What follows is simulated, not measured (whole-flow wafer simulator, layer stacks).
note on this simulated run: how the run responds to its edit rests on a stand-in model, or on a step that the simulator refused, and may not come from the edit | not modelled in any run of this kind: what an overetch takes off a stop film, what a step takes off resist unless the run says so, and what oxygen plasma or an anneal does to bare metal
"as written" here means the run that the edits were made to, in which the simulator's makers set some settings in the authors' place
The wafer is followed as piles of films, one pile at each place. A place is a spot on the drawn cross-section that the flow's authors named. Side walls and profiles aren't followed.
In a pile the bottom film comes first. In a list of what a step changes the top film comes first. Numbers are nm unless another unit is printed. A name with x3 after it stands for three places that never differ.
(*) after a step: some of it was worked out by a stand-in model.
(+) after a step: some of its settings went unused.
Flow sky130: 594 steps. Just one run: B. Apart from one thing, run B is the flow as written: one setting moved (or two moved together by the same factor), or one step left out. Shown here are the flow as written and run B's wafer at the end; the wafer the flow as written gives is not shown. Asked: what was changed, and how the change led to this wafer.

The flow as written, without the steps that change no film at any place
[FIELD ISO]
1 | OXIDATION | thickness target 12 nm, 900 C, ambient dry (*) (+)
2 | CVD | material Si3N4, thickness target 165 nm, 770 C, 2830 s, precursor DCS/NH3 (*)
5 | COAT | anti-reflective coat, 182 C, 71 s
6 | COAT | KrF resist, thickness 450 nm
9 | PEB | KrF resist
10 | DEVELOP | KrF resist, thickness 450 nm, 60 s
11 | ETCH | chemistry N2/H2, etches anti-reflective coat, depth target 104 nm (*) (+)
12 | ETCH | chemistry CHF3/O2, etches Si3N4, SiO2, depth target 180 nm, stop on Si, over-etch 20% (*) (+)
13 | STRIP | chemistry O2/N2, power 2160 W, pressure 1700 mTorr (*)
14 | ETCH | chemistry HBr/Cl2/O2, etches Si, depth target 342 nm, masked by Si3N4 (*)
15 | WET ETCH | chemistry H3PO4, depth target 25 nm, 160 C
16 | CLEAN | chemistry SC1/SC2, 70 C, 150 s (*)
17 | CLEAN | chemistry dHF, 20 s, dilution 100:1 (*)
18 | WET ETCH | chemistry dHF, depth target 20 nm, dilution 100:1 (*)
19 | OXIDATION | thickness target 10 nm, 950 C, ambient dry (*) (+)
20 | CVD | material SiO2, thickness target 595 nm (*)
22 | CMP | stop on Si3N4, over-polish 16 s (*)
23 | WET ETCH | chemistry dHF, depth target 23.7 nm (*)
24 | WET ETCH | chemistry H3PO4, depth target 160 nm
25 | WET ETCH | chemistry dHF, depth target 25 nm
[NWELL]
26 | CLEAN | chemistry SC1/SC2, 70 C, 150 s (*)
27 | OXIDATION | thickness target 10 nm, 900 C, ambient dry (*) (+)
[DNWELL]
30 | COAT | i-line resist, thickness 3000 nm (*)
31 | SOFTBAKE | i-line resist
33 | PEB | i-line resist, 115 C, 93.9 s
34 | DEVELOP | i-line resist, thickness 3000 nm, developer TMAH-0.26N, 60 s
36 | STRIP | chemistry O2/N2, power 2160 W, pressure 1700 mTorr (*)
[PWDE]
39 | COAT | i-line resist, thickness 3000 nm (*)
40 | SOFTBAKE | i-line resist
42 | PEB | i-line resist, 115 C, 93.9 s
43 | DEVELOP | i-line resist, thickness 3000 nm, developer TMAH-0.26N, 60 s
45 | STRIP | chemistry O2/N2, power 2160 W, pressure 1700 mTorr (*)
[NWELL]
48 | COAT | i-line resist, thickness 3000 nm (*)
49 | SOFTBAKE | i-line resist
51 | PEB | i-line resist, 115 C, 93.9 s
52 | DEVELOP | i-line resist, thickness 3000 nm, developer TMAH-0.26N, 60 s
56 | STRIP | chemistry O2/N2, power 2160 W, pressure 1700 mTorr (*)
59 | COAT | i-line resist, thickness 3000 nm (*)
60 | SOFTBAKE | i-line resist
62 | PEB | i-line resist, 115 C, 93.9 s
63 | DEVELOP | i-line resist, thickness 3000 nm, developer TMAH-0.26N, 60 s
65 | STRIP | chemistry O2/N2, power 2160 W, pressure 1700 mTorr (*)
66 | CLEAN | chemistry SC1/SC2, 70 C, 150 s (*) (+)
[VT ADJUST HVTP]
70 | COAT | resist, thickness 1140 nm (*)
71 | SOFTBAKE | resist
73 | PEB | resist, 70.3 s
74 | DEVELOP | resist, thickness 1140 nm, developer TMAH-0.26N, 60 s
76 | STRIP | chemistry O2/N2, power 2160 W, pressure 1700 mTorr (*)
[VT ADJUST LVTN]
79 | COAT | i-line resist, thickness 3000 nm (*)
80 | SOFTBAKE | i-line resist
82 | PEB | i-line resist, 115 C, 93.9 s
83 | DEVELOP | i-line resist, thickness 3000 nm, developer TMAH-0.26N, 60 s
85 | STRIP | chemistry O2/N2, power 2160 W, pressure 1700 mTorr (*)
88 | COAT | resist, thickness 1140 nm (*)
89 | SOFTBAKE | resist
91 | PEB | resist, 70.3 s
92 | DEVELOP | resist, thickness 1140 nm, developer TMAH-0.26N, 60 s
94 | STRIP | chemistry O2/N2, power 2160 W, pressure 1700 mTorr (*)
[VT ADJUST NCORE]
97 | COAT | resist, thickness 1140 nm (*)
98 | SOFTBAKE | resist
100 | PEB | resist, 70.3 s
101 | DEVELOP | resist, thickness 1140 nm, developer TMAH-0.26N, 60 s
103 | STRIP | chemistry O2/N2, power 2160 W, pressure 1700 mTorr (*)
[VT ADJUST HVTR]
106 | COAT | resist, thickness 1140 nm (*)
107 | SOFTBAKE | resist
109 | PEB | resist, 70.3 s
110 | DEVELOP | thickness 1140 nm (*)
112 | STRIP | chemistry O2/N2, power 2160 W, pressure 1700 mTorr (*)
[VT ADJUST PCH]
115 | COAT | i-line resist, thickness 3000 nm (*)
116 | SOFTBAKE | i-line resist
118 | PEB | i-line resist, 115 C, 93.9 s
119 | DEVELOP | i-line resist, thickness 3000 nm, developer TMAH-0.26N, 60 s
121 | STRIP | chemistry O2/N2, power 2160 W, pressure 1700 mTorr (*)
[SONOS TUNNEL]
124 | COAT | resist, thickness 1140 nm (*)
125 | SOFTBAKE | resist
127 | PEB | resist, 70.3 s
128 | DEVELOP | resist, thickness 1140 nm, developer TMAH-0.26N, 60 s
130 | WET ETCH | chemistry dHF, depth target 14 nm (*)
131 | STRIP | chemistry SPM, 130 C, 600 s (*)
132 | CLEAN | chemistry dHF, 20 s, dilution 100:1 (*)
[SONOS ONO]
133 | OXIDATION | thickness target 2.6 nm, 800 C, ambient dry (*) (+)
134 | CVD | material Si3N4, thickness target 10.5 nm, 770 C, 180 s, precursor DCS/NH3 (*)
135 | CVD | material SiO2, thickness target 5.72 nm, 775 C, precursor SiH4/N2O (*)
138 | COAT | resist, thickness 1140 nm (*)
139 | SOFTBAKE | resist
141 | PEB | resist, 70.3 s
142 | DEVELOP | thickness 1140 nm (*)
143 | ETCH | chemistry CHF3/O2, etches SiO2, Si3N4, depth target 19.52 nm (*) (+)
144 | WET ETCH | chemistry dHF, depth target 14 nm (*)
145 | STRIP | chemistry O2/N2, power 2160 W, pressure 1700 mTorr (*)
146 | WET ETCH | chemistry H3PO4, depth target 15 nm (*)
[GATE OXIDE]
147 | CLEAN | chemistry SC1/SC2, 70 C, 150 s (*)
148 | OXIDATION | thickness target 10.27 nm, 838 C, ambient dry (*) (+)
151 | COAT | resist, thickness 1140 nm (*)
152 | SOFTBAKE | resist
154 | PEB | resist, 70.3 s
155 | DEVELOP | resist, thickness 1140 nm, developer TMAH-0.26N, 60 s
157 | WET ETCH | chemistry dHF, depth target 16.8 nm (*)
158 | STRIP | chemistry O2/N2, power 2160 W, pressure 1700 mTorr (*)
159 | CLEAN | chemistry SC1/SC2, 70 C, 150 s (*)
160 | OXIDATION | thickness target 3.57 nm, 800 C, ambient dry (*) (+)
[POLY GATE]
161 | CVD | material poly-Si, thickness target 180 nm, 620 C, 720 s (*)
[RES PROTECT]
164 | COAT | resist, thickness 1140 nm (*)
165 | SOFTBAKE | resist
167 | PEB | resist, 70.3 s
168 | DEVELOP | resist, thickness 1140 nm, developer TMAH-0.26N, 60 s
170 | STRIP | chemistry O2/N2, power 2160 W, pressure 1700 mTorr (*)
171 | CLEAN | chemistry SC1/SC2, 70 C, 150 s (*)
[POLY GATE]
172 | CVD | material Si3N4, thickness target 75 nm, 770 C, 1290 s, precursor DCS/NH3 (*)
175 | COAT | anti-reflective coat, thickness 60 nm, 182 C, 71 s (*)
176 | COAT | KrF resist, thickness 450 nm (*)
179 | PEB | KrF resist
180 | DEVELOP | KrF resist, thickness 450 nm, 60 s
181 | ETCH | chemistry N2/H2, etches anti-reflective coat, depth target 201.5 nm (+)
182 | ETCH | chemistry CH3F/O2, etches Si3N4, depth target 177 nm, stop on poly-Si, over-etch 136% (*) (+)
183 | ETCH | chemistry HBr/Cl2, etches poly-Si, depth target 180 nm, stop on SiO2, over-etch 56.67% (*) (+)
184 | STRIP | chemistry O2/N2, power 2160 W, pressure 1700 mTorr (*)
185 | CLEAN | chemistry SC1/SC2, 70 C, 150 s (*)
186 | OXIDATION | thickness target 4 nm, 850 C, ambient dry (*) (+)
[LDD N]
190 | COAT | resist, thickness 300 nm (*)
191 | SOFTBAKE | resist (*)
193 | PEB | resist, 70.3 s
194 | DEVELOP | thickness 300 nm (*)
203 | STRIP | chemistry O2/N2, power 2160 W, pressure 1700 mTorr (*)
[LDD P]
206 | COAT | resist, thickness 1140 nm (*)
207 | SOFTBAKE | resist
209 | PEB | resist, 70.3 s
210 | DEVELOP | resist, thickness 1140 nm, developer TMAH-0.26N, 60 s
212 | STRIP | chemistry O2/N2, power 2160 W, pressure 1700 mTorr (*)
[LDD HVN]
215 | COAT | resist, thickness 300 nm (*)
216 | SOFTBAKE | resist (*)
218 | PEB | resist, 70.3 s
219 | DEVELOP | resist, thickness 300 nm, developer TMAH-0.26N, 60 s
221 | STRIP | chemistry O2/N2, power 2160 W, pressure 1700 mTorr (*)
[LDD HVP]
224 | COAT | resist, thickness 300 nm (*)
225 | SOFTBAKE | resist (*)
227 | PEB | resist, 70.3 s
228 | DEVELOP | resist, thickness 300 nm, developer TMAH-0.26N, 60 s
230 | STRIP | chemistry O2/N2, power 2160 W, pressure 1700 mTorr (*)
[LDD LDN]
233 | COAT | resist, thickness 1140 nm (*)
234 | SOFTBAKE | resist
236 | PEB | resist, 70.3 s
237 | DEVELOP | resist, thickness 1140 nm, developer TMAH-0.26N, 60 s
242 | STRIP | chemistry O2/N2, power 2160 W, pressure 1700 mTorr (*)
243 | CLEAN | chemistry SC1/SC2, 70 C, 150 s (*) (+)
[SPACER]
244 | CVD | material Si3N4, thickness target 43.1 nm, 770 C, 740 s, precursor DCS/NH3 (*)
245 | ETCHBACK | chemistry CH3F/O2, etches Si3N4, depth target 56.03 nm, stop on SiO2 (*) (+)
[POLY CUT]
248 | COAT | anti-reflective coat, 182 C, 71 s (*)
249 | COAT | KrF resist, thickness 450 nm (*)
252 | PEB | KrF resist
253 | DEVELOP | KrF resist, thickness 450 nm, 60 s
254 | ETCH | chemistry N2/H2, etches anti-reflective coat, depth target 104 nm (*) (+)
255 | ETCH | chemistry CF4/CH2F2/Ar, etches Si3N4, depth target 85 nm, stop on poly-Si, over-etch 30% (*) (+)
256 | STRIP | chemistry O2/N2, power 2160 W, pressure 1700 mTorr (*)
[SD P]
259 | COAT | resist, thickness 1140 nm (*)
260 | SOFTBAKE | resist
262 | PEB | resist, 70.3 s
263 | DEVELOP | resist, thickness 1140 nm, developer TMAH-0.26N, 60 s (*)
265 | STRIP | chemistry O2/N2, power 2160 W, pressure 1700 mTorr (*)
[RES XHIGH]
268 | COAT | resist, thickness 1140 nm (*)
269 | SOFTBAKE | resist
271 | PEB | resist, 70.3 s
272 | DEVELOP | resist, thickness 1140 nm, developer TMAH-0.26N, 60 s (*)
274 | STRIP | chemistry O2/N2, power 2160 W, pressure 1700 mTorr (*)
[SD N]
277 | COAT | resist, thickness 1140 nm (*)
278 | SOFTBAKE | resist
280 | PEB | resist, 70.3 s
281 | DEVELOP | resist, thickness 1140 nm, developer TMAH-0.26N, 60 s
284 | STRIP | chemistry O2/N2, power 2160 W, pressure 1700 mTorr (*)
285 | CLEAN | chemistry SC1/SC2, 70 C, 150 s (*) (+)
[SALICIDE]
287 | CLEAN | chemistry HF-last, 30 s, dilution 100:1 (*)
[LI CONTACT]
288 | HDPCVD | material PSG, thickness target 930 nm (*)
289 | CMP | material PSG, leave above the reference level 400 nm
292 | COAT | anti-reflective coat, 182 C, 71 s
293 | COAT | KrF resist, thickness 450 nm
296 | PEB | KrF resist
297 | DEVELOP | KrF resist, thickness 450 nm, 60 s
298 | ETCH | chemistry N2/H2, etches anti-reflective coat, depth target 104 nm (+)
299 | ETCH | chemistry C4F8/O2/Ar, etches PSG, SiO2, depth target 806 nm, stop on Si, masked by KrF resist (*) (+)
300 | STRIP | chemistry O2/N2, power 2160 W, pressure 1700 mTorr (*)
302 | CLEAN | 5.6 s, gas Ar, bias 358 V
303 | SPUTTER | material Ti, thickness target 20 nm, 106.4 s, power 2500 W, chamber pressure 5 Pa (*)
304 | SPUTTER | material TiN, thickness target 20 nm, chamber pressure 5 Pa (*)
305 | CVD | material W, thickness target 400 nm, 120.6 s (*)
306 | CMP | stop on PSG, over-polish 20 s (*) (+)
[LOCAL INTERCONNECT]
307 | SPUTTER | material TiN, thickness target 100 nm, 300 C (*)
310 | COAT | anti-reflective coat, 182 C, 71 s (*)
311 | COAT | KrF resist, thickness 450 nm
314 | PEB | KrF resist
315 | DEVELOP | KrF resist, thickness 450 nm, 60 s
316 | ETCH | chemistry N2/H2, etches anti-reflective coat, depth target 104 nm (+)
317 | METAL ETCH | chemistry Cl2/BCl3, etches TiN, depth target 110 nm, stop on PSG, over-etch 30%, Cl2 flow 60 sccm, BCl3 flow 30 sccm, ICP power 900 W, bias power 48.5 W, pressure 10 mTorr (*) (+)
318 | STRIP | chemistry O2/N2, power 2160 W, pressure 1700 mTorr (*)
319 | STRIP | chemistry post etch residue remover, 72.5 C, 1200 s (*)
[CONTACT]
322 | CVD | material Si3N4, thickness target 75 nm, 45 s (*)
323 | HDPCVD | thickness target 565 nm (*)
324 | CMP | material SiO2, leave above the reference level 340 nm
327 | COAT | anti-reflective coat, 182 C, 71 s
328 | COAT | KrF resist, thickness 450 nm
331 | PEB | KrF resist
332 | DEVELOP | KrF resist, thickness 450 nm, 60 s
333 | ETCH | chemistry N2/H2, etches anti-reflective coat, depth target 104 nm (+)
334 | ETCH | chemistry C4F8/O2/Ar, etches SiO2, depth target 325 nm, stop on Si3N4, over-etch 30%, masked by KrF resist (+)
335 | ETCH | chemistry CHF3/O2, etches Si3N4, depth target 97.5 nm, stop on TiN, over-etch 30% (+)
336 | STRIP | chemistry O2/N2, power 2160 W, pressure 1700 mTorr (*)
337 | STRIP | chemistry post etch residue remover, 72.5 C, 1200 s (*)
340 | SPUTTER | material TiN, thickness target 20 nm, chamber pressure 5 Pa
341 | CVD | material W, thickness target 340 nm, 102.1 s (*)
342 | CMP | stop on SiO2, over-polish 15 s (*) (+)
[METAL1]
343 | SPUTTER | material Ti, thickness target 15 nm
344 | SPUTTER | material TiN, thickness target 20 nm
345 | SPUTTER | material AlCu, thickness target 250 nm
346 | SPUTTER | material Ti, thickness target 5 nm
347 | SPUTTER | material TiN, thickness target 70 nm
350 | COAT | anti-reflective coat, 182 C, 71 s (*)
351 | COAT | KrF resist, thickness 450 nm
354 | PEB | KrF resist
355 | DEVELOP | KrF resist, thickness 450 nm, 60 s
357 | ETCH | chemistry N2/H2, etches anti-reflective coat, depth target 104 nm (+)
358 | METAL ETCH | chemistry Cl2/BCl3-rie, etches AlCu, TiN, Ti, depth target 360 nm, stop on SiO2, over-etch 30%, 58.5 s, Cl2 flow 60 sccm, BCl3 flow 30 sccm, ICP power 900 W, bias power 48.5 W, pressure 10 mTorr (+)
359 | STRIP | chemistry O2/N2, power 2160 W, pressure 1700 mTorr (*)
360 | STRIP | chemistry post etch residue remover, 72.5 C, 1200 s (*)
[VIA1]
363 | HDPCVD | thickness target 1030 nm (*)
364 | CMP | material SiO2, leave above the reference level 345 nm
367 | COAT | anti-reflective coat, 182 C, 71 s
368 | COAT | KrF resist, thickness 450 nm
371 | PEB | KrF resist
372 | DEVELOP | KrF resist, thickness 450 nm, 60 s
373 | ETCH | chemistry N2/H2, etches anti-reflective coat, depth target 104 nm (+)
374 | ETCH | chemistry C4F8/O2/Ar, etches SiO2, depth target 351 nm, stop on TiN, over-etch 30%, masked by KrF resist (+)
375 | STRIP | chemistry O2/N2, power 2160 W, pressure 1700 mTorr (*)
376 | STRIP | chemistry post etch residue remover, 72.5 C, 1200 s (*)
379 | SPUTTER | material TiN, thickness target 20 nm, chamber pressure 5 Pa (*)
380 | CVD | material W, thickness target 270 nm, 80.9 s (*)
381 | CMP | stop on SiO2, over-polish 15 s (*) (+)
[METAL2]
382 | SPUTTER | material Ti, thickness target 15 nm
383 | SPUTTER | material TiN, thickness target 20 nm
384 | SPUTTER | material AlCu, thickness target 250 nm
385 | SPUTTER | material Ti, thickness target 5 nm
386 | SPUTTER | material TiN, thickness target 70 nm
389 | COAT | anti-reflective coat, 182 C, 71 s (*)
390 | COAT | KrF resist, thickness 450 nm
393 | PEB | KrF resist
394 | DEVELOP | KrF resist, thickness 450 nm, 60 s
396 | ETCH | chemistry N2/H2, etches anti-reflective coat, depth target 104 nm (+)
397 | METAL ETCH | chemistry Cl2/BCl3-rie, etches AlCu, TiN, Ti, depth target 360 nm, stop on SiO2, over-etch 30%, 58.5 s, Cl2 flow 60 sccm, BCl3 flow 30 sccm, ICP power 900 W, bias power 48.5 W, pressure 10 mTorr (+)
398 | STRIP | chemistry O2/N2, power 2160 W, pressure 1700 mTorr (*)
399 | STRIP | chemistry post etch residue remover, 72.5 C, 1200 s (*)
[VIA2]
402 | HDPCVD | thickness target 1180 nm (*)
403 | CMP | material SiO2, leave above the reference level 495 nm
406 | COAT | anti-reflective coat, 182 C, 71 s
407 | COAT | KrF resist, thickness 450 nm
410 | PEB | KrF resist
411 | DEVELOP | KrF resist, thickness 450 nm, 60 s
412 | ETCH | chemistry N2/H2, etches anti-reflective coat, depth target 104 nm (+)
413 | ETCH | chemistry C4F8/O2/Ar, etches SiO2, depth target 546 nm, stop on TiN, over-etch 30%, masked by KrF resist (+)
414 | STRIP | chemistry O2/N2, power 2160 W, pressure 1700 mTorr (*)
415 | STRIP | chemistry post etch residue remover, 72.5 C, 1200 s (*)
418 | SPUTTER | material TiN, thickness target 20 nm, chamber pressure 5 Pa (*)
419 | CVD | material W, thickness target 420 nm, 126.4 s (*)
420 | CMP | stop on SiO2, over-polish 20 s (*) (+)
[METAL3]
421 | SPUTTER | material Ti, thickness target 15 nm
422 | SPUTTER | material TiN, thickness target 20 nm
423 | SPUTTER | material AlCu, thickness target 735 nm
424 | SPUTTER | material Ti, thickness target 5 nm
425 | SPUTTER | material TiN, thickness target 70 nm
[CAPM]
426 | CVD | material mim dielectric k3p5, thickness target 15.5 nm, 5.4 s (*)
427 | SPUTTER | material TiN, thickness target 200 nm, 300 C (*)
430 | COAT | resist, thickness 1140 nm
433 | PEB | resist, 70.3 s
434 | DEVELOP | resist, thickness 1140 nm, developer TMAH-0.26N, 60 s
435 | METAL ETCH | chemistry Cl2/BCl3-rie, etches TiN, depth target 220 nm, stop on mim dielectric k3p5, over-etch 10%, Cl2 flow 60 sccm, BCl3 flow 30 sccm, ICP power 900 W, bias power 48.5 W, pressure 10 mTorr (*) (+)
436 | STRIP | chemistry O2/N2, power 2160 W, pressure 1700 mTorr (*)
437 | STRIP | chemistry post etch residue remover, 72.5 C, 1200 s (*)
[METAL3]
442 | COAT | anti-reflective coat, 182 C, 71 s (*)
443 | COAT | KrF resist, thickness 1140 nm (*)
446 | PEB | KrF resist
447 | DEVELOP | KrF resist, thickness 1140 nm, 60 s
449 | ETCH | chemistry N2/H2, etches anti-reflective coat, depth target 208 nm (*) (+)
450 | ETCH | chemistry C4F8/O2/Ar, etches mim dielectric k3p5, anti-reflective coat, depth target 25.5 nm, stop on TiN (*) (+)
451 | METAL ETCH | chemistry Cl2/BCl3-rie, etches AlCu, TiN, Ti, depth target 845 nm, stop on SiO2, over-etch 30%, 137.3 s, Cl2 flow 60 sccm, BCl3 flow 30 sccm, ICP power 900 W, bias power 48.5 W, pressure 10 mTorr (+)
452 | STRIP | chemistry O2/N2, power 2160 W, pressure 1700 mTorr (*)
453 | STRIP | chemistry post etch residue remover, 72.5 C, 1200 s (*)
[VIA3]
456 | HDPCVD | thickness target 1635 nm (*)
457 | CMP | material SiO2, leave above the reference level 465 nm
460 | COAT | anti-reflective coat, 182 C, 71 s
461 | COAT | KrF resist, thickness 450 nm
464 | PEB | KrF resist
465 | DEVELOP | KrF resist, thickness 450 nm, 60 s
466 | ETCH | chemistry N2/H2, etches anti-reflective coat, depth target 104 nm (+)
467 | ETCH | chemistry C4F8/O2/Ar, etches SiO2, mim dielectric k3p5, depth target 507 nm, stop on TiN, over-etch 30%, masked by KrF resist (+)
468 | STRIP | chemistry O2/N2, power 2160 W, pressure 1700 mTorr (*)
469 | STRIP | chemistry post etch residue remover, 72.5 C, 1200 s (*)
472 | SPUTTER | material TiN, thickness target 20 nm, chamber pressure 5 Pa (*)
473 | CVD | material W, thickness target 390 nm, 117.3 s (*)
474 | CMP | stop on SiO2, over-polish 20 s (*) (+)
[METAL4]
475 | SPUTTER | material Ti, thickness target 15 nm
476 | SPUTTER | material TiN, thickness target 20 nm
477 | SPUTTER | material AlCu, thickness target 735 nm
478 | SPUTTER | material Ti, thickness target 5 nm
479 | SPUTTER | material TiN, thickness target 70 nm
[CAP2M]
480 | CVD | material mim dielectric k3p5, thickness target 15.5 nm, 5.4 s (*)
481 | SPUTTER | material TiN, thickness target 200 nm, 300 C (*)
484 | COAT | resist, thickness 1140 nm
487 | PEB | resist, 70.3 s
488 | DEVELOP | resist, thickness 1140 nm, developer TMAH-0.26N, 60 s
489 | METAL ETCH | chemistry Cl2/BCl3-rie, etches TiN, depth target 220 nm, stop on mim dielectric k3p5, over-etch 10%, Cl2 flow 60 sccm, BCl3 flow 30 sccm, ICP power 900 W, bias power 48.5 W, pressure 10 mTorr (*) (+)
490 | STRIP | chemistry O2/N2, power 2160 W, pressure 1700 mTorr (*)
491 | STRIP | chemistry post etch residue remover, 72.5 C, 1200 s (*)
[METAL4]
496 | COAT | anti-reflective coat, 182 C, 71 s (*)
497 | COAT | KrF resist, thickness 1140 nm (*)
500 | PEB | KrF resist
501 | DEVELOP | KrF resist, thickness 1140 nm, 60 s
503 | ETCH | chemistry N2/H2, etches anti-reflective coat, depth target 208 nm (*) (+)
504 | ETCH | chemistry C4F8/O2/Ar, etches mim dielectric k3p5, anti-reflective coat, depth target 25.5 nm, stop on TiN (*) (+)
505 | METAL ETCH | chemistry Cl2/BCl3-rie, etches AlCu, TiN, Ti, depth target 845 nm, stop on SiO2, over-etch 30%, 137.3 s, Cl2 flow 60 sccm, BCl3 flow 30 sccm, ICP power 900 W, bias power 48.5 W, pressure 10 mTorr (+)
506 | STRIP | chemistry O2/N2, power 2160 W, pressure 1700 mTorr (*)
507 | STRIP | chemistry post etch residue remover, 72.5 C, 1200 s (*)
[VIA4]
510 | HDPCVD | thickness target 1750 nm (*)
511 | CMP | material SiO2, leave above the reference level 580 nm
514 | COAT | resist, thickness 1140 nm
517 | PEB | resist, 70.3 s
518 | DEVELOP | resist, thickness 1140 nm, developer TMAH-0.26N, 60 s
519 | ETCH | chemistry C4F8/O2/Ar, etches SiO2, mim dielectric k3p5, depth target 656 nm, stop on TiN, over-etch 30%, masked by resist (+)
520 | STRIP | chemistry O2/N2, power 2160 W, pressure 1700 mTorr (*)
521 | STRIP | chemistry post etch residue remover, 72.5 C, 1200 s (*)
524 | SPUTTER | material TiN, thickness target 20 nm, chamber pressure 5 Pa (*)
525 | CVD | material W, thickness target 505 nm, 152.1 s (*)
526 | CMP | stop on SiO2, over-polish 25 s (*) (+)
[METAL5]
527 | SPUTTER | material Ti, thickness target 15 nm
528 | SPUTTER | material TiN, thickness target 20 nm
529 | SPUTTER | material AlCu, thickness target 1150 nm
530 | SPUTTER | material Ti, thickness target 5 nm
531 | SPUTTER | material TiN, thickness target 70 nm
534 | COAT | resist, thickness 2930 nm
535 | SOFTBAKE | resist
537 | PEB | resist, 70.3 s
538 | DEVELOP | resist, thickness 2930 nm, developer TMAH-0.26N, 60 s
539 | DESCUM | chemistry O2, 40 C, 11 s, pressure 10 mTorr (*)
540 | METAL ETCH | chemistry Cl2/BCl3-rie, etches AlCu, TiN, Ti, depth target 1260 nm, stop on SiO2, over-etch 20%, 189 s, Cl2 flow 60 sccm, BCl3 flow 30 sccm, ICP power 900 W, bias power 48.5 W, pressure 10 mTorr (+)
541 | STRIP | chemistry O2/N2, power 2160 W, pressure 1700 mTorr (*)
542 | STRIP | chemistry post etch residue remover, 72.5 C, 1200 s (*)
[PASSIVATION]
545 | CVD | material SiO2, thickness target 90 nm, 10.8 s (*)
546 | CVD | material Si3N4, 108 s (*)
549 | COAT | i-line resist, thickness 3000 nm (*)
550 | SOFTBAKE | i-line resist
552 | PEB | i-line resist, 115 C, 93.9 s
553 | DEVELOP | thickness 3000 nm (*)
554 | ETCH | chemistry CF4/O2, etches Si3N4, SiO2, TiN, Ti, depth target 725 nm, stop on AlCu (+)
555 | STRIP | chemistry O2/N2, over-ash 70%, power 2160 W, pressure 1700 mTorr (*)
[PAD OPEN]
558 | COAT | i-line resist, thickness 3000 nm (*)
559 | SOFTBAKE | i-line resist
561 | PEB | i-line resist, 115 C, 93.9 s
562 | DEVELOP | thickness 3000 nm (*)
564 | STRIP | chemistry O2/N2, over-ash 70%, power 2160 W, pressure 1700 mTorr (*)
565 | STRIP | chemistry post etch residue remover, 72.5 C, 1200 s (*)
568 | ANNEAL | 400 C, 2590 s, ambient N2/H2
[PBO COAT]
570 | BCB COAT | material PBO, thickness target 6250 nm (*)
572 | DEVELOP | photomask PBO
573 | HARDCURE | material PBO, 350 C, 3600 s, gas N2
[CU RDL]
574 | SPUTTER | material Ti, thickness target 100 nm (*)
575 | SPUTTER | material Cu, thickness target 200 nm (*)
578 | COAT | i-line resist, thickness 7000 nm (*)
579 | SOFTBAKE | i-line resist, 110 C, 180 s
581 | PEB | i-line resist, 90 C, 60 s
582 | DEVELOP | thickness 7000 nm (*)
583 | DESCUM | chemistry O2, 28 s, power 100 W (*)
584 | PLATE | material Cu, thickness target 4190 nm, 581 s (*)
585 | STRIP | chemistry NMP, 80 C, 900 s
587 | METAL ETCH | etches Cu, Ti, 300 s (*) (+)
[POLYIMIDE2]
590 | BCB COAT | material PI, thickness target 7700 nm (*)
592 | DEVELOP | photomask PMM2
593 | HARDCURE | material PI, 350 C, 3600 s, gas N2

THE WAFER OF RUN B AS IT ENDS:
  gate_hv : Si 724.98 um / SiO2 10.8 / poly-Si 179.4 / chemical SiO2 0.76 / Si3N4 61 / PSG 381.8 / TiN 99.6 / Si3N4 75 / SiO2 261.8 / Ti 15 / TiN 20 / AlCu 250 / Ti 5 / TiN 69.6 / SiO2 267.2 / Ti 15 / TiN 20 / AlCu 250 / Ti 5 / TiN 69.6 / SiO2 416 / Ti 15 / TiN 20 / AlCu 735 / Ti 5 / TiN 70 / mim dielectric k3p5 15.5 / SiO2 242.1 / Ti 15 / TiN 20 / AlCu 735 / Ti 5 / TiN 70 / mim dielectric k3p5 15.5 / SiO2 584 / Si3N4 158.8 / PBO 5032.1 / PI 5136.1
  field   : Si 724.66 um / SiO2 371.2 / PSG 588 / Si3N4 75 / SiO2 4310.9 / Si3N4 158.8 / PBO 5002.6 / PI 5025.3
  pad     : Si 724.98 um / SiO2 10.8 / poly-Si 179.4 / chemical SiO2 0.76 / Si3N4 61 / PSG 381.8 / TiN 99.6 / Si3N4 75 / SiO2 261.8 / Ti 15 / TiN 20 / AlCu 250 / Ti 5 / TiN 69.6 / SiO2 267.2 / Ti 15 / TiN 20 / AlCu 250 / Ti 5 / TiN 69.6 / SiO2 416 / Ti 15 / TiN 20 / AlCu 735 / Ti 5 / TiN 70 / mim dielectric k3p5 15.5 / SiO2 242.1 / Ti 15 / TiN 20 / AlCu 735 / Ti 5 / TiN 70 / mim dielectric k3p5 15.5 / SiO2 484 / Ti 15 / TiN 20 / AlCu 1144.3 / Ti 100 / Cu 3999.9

What caused this: step 457, CMP: leave above the reference level 337 nm was run, whereas the flow has leave above the reference level 465 nm.

The path from the change to this, step by step:
  457 | CMP | material SiO2, leave above the reference level 465 nm
      n_well, p_well, gate_hv and 99 more: SiO2 loses 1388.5 (as written it would have been: SiO2 loses 1260.5)
      field, active, gate and 82 more: SiO2 loses 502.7 (as written it would have been: SiO2 loses 374.7)
      (and at 5 other places as well)
  467 | ETCH | chemistry C4F8/O2/Ar, etches SiO2, mim dielectric k3p5, depth target 507 nm, stop on TiN, over-etch 30%, masked by KrF resist (+)
      field, active, n_well and 187 more: KrF resist loses 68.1 (as written it would have been: KrF resist loses 101.4)
      m1: SiO2 loses 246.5 (all of it), mim dielectric k3p5 loses 15.5 (all of it) (as written it would have been: SiO2 loses 374.5 (all of it), mim dielectric k3p5 loses 15.5 (all of it))
      (and at 1 other place as well)
  468 | STRIP | chemistry O2/N2, power 2160 W, pressure 1700 mTorr (*)
      field, active, n_well and 187 more: KrF resist loses 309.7 (all of it), anti-reflective coat loses 80 (all of it) (as written it would have been: KrF resist loses 276.4 (all of it), anti-reflective coat loses 80 (all of it))
  472 | SPUTTER | material TiN, thickness target 20 nm, chamber pressure 5 Pa (*)
      m1: TiN gains 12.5 (as written it would have been: TiN gains 10.6)
      via3_hole: TiN gains 12.4 (as written it would have been: TiN gains 10.6)
  473 | CVD | material W, thickness target 390 nm, 117.3 s (*)
      m1: W gains 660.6 (new film) (as written it would have been: W gains 790.5 (new film))
      via3_hole: W gains 660 (new film) (as written it would have been: W gains 789.9 (new film))
